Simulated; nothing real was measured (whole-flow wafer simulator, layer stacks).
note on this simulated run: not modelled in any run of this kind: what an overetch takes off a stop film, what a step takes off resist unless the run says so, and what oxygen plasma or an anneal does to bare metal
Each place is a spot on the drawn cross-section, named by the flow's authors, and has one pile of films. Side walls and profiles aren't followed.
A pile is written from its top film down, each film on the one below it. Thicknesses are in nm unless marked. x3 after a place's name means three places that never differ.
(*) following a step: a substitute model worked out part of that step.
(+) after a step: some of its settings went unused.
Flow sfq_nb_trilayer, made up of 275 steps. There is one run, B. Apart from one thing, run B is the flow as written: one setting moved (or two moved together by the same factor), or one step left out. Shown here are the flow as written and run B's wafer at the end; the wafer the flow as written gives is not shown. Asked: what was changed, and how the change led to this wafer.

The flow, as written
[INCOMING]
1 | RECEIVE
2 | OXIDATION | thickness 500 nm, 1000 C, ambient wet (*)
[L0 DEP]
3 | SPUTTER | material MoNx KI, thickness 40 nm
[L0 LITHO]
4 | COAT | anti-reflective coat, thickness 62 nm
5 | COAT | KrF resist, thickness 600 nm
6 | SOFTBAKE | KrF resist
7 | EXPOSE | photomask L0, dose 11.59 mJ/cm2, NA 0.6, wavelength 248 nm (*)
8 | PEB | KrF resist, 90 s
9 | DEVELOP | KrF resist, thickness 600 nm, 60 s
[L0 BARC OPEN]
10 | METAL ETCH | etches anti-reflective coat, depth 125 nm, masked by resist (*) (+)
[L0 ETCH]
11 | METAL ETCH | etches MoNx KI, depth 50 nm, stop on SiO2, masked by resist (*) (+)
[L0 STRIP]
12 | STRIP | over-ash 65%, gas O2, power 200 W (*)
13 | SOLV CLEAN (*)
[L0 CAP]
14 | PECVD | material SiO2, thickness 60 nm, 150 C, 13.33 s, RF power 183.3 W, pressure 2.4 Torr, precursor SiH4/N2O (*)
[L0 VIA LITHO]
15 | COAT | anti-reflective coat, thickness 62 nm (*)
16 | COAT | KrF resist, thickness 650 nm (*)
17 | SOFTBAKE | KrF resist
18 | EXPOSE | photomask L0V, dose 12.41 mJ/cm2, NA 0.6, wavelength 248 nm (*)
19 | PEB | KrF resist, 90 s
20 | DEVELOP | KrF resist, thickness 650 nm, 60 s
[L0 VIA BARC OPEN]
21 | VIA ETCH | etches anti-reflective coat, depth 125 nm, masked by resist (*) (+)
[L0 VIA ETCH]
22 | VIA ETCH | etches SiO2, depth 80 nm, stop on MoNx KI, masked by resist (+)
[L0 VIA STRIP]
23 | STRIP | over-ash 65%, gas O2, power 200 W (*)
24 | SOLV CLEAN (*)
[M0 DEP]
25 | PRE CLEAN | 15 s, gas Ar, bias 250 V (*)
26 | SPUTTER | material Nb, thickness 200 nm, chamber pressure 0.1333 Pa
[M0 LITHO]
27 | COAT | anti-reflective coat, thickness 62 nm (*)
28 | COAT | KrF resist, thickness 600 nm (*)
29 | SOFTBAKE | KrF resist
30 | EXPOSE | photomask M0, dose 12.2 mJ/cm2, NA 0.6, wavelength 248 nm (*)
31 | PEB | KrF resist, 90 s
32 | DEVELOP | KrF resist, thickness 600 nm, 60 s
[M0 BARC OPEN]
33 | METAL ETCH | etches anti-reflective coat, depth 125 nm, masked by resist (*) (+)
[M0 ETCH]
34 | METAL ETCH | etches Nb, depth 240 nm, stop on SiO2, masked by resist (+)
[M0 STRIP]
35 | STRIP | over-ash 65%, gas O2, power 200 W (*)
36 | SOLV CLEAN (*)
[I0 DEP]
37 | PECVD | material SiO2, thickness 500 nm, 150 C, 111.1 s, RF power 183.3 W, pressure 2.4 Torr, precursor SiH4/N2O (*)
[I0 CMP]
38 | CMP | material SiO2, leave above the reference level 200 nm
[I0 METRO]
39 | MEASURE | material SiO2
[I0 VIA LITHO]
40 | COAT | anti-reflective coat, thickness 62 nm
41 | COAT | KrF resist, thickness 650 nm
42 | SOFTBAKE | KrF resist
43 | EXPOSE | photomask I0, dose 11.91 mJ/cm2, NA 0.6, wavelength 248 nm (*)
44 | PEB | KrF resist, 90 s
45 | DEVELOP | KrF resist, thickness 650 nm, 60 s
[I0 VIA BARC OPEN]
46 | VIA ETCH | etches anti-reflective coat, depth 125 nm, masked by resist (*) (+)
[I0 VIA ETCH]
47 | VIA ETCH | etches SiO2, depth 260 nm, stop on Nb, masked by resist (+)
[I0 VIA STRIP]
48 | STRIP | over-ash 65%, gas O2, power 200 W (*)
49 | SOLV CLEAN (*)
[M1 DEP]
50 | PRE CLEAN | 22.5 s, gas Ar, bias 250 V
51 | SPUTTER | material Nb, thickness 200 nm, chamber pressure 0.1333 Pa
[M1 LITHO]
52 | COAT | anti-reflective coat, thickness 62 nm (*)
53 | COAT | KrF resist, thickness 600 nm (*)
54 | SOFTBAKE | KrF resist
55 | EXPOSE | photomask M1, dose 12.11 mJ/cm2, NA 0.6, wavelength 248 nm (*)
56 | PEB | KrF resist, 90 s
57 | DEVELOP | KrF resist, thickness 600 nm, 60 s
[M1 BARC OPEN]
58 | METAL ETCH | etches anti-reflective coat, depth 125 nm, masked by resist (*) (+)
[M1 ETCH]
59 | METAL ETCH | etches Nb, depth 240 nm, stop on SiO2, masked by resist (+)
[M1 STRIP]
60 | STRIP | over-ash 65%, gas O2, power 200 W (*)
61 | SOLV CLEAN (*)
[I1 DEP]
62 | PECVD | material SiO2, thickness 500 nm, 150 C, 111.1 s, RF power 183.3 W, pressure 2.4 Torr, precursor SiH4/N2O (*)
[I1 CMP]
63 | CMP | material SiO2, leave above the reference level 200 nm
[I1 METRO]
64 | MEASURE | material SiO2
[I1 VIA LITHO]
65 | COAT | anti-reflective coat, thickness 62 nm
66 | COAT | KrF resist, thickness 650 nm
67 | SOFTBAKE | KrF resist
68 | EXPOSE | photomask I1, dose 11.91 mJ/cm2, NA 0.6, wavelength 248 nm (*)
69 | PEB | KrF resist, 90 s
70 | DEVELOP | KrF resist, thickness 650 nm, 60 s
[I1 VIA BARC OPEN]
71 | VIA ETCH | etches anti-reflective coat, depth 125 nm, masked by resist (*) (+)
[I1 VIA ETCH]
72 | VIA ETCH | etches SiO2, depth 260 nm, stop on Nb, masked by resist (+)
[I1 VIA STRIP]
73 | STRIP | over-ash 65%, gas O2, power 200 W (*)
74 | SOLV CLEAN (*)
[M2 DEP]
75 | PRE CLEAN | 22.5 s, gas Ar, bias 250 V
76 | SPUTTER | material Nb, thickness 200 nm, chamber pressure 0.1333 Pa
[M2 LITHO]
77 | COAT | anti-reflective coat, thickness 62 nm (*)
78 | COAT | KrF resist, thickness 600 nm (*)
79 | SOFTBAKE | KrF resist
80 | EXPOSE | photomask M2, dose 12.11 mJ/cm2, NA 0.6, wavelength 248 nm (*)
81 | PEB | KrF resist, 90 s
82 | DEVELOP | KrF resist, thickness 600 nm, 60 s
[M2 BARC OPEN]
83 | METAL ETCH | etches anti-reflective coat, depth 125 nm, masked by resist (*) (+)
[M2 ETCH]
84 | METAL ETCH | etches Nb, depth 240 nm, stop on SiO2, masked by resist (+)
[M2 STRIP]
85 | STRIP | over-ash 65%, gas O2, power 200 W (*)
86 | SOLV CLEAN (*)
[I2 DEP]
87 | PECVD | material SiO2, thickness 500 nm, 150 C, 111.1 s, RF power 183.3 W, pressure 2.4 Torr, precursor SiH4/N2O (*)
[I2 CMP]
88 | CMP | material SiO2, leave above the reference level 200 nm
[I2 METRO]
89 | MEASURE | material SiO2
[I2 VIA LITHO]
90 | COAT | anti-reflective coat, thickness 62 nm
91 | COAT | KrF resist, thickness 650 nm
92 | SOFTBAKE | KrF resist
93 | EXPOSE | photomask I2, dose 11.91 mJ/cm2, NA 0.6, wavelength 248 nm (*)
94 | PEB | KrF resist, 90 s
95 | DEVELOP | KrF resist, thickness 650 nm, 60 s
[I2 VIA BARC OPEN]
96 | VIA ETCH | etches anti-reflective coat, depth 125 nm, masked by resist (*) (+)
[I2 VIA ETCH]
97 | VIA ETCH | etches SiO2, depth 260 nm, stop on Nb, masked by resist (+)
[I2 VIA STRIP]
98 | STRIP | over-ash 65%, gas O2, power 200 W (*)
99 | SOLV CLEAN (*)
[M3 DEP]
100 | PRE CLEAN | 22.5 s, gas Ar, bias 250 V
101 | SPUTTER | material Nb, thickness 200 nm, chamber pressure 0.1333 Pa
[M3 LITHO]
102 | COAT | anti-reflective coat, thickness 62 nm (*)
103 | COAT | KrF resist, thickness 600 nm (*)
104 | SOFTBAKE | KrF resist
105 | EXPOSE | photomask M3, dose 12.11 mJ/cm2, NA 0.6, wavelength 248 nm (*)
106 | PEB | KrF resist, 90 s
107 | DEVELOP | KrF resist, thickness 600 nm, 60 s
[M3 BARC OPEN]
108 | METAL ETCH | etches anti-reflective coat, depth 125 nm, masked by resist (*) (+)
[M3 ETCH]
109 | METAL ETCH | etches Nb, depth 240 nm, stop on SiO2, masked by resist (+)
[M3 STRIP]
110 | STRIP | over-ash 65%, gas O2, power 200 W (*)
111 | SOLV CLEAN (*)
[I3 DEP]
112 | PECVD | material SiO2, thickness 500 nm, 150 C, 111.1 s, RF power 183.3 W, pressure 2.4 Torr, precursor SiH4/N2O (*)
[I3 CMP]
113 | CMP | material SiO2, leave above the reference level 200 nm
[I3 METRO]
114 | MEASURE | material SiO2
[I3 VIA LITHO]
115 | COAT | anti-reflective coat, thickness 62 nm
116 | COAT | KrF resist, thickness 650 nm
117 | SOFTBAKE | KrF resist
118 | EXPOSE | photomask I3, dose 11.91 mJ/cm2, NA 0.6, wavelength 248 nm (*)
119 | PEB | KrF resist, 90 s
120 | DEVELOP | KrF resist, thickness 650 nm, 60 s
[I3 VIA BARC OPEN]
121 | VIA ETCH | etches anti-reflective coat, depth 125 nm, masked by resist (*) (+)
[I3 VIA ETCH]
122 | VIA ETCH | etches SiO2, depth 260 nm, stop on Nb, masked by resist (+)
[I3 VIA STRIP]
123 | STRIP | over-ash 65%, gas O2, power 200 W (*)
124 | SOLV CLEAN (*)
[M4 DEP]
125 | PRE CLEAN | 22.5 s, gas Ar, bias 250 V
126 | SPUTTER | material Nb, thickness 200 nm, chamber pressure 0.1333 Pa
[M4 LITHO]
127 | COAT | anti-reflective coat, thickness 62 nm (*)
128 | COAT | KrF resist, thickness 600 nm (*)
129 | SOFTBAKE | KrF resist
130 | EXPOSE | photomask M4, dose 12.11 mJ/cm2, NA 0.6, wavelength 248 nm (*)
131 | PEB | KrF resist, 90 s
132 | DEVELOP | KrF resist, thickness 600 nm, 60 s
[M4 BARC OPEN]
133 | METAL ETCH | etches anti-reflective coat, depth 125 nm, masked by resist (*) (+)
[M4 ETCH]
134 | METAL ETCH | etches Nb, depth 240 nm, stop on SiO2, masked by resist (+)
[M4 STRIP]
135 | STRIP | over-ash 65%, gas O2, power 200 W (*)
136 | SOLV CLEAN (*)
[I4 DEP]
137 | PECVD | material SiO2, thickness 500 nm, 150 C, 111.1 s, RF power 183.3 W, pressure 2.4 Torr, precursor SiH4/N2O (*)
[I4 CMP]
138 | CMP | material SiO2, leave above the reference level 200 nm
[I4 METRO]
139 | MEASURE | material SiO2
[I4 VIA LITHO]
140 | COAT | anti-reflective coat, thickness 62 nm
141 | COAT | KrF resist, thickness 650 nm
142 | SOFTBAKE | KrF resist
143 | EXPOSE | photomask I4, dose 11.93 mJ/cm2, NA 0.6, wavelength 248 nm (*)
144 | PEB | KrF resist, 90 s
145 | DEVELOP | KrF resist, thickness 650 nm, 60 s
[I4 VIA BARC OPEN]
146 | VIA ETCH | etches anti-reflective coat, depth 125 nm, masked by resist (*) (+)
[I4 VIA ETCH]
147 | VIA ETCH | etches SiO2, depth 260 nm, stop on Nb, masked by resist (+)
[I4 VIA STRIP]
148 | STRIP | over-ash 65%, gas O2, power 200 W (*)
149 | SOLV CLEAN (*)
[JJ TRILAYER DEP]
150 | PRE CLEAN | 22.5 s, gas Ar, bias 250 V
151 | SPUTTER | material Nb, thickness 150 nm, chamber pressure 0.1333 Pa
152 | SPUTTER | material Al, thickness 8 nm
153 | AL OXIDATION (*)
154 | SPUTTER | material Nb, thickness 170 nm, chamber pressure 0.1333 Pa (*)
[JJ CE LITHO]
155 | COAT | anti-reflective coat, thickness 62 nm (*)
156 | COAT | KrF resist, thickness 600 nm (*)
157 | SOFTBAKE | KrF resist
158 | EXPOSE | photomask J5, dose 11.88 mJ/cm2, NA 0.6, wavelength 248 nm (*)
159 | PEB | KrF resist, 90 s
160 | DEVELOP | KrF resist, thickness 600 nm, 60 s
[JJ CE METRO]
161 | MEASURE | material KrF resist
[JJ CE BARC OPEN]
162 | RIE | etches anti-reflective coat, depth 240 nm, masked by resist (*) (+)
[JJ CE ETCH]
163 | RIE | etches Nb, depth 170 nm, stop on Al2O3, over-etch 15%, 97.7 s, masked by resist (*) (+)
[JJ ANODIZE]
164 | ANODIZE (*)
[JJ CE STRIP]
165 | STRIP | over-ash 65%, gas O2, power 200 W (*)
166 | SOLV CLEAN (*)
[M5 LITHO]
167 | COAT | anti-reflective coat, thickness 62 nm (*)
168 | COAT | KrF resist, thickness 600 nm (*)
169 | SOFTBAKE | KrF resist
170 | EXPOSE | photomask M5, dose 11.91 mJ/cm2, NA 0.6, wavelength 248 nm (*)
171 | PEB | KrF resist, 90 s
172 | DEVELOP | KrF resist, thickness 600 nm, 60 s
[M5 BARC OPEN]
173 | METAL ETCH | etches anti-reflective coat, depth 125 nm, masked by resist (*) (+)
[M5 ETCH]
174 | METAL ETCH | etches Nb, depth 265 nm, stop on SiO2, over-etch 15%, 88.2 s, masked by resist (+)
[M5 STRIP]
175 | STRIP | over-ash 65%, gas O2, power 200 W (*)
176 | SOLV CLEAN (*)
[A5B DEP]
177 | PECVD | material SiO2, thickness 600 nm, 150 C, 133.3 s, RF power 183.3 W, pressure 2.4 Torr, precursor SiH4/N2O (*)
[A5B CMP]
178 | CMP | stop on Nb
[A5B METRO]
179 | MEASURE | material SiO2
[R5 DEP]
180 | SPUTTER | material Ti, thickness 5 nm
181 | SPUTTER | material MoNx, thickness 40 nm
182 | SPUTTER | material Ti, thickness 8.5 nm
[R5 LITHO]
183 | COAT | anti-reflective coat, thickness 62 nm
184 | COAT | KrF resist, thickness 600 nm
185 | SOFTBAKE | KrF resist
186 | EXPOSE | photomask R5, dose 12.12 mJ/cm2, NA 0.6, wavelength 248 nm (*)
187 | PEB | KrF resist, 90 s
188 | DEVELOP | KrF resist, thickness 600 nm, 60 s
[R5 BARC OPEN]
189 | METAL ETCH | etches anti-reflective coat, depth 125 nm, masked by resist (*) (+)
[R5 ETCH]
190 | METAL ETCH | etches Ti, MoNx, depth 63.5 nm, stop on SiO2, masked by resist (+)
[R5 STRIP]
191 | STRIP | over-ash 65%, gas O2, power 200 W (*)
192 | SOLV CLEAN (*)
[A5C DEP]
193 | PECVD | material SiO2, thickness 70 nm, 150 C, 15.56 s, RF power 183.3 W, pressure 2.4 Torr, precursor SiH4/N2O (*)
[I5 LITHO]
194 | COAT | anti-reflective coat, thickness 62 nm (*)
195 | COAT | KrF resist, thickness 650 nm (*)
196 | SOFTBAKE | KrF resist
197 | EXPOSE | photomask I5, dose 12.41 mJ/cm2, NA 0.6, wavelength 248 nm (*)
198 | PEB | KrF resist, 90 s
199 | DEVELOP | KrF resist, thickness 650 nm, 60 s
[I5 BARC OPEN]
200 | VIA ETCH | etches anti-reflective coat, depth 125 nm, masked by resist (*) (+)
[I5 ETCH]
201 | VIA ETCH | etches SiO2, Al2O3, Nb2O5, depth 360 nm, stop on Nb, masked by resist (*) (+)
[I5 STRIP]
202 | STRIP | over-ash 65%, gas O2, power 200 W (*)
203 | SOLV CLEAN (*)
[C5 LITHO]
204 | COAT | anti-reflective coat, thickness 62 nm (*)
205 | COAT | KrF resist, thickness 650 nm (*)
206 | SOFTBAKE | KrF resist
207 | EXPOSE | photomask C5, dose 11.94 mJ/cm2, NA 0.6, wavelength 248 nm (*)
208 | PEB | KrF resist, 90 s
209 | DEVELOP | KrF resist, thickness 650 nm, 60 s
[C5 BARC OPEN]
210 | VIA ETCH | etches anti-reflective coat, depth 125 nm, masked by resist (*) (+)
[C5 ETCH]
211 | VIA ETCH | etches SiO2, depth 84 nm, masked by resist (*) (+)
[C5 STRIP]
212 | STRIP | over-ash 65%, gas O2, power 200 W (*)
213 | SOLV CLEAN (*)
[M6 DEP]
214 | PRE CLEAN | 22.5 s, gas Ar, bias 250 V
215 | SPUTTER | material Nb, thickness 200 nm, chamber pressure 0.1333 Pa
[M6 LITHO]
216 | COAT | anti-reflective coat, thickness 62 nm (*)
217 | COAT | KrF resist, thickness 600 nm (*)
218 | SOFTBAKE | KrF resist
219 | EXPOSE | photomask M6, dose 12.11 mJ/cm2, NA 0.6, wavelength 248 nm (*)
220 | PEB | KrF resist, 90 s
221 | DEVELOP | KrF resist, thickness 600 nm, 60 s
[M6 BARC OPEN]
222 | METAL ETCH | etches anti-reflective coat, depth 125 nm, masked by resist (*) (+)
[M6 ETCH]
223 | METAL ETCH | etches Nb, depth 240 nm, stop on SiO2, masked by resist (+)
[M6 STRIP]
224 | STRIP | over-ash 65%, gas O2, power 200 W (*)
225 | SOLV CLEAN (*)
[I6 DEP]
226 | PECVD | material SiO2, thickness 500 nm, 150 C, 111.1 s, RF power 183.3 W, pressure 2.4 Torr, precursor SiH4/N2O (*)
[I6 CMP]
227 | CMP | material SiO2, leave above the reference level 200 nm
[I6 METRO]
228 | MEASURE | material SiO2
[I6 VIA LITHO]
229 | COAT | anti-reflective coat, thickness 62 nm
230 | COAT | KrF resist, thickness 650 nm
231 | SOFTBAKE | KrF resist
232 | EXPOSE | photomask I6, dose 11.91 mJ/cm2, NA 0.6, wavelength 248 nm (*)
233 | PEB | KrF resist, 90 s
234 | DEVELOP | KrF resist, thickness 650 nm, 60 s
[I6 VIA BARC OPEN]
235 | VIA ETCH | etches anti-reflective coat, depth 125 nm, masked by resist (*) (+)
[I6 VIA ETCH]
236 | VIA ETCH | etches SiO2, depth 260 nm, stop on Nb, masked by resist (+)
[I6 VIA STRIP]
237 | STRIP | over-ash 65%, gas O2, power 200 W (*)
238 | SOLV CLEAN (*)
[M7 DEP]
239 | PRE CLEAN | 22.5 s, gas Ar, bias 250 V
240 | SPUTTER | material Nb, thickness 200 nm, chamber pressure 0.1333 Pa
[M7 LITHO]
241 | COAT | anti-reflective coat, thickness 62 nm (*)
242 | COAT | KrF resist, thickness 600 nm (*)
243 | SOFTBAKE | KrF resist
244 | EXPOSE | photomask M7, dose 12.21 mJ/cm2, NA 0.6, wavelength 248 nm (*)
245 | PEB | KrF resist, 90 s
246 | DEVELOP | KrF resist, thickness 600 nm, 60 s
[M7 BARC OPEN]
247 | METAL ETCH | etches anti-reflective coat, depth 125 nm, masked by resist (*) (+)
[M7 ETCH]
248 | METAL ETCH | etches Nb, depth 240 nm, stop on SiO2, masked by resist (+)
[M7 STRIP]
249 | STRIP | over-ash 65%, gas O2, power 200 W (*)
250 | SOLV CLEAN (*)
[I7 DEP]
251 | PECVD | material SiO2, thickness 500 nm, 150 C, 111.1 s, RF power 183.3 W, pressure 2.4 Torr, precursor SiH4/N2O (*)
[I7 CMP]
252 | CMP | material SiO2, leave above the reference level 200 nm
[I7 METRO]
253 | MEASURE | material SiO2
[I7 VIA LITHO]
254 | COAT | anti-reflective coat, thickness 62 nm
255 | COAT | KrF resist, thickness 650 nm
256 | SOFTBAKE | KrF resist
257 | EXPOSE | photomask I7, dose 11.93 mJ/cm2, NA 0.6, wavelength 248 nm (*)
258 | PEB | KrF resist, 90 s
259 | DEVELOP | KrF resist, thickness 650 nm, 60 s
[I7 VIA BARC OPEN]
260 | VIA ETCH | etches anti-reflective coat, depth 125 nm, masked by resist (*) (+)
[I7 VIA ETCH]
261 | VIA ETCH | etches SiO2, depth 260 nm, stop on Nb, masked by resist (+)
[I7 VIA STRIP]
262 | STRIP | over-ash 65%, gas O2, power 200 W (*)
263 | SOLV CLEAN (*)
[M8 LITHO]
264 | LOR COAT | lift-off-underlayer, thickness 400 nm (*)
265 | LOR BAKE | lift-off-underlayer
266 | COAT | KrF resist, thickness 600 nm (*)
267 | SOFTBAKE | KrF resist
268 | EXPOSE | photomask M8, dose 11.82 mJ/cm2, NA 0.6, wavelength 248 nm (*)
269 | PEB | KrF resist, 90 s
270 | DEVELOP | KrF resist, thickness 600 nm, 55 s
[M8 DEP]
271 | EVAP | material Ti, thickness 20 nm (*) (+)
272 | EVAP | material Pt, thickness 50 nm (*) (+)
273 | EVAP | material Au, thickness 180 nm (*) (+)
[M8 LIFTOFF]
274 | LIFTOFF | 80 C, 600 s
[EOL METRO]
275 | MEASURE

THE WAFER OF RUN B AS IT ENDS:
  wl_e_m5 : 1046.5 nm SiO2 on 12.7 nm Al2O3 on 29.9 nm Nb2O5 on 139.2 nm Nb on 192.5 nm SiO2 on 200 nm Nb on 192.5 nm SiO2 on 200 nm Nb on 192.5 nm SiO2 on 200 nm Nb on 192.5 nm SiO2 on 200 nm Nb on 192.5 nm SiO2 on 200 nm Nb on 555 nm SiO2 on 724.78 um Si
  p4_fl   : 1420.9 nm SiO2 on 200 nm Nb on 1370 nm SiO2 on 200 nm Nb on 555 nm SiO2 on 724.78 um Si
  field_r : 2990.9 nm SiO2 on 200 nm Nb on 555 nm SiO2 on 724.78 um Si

The reason: step 227, CMP: leave above the reference level 245 nm was run, while the flow as written has leave above the reference level 200 nm.

Step by step, how the change led to this:
  227 | CMP | material SiO2, leave above the reference level 200 nm
      field_l, p4_fl, p4_fm and 59 more: -55 SiO2 (as written it would have been: -100 SiO2)
      v_sur, via_wl, via_w and 15 more: -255 SiO2 (as written it would have been: -300 SiO2)
      (as well as at 26 more places)
  236 | VIA ETCH | etches SiO2, depth 260 nm, stop on Nb, masked by resist (+)
      via_v: -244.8 SiO2 (all of it) (as written it would have been: -199.8 SiO2 (all of it))
  240 | SPUTTER | material Nb, thickness 200 nm, chamber pressure 0.1333 Pa
      via_v: +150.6 Nb (as written it would have been: +161.1 Nb)
  241 | COAT | anti-reflective coat, thickness 62 nm (*)
      via_sp: +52 anti-reflective coat (new film) (as written it would have been: +53.1 anti-reflective coat (new film))
      via_v: +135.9 anti-reflective coat (new film) (as written it would have been: +126 anti-reflective coat (new film))
      (as well as at 1 more place)
  242 | COAT | KrF resist, thickness 600 nm (*)
      via_v: +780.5 KrF resist (new film) (as written it would have been: +742.5 KrF resist (new film))
  249 | STRIP | over-ash 65%, gas O2, power 200 W (*)
      via_sp: -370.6 KrF resist (all of it), -52 anti-reflective coat (all of it) (as written it would have been: -373.6 KrF resist (all of it), -53.1 anti-reflective coat (all of it))
      via_v: -562.4 KrF resist (all of it), -135.9 anti-reflective coat (all of it) (as written it would have been: -524.5 KrF resist (all of it), -126 anti-reflective coat (all of it))
      (as well as at 1 more place)
  251 | PECVD | material SiO2, thickness 500 nm, 150 C, 111.1 s, RF power 183.3 W, pressure 2.4 Torr, precursor SiH4/N2O (*)
      via_v: +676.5 SiO2 (new film) (as written it would have been: +621 SiO2 (new film))
